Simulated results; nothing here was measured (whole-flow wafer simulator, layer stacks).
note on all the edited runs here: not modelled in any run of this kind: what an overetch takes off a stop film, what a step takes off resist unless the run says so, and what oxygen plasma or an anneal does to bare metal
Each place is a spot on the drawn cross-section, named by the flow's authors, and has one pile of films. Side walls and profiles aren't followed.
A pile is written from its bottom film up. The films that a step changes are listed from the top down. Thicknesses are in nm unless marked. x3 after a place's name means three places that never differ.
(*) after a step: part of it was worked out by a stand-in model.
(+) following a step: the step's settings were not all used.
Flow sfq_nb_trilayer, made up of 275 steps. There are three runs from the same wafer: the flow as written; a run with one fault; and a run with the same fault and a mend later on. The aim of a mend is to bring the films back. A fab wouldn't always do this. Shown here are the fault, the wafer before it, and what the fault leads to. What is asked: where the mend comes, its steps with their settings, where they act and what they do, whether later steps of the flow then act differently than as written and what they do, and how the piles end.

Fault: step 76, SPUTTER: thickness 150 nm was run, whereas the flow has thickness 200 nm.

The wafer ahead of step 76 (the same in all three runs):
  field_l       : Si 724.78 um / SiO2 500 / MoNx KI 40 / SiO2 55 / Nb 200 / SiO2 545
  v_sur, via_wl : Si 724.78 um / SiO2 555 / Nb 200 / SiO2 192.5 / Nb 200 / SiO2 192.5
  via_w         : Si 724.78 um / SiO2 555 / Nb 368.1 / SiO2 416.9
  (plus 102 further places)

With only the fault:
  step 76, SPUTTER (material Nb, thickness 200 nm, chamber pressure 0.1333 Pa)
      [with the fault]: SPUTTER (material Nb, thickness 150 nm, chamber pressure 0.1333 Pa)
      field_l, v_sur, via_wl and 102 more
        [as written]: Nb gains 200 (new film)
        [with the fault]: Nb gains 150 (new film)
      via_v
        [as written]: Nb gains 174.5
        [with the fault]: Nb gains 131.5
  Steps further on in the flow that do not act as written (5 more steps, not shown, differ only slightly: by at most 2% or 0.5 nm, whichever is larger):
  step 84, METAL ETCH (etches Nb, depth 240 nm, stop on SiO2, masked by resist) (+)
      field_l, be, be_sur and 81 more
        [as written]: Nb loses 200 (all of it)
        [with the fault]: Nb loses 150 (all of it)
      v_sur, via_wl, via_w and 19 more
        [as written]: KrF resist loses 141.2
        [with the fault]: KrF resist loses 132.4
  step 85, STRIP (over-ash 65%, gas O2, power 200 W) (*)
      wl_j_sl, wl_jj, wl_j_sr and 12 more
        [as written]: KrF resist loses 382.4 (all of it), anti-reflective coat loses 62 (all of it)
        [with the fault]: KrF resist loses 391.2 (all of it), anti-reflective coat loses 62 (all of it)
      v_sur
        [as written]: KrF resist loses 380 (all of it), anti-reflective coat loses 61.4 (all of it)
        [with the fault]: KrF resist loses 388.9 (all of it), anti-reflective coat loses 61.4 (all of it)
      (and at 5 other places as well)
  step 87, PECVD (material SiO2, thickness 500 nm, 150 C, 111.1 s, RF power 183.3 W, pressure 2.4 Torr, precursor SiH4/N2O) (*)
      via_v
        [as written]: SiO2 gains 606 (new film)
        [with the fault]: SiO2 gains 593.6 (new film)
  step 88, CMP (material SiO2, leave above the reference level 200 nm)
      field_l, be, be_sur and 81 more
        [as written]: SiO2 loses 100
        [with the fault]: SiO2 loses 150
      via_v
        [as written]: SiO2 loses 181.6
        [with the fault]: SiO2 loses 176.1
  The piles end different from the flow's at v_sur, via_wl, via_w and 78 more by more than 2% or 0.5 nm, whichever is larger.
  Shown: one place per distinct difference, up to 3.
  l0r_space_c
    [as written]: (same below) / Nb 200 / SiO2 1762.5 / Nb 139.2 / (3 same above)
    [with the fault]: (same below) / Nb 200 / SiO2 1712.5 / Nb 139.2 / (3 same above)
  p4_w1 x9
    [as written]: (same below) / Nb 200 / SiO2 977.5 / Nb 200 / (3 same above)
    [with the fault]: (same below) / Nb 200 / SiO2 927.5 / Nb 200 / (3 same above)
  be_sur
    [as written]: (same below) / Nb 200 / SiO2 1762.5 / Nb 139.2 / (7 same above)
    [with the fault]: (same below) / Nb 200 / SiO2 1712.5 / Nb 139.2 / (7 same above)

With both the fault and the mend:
  The mend stands after step 82.
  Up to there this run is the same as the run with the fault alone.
  step 82a, STRIP (over-ash 65%, gas O2, power 200 W) (*)
      p4_fl x3, p4_w1 x9, p4_g1 x2 and 48 more
        anti-reflective coat loses 62 (all of it)
      wl_j_sl, wl_jj, wl_j_sr and 12 more
        KrF resist loses 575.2 (all of it), anti-reflective coat loses 62 (all of it)
      moat, field_r, lsp_l and 6 more
        anti-reflective coat loses 61.8 (all of it)
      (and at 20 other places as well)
  step 82b, SPUTTER (material Nb, thickness 50 nm, chamber pressure 0.1333 Pa) (a further turn of the flow's step 76, with different settings)
      field_l, v_sur, via_wl and 102 more
        Nb gains 50
      via_v
        Nb gains 39.5
  step 82c, COAT (anti-reflective coat, thickness 62 nm) (*) (a further turn of the flow's step 77)
      p4_fl x3, p4_w1 x9, p4_g1 x2 and 63 more
        anti-reflective coat gains 62 (new film)
      moat, field_r, lsp_l and 6 more
        anti-reflective coat gains 61.8 (new film)
      be_r, r_sur, res, r_end
        anti-reflective coat gains 61.7 (new film)
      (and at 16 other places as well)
  step 82d, COAT (KrF resist, thickness 600 nm) (*) (a further turn of the flow's step 78)
      p4_fl x3, p4_w1 x9, p4_g1 x2 and 63 more
        KrF resist gains 600 (new film)
      field_r, lsp_l, ln_m5, l0v
        KrF resist gains 599.5 (new film)
      lsp_m, ln_m6, lsp_r, l0_sur
        KrF resist gains 599.6 (new film)
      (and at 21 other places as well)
  step 82e, SOFTBAKE (KrF resist) (a further turn of the flow's step 79)
      leaves every film unchanged at each place that is followed
  step 82f, EXPOSE (photomask M2, dose 12.11 mJ/cm2, NA 0.6, wavelength 248 nm) (*) (a further turn of the flow's step 80)
      leaves every film unchanged at each place that is followed
  step 82g, PEB (KrF resist, 90 s) (a further turn of the flow's step 81)
      field_l, v_sur, via_wl and 97 more
        KrF resist loses 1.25
      via_w, via_wr, via_sp, wire, be
        KrF resist loses 1.24
      via_v
        KrF resist loses 1.59
  step 82h, DEVELOP (KrF resist, thickness 600 nm, 60 s) (a further turn of the flow's step 82)
      p4_fl x3, p4_w1 x9, p4_g1 x2 and 48 more
        KrF resist loses 598.7 (all of it)
      v_sur, via_wl, via_w and 19 more
        KrF resist loses 23.5
      lsp_l, ln_m5, lsp_m, ln_m6, lsp_r, l0_sur, l0v
        KrF resist loses 598.3 (all of it)
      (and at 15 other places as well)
  None of the later steps of the flow differs from how it acts as written, at any place that is followed, by more than 2% or 0.5 nm, whichever is larger.
  The piles end only slightly different from the flow's at the places that both follow, by no more than 2% or 0.5 nm, whichever is larger.
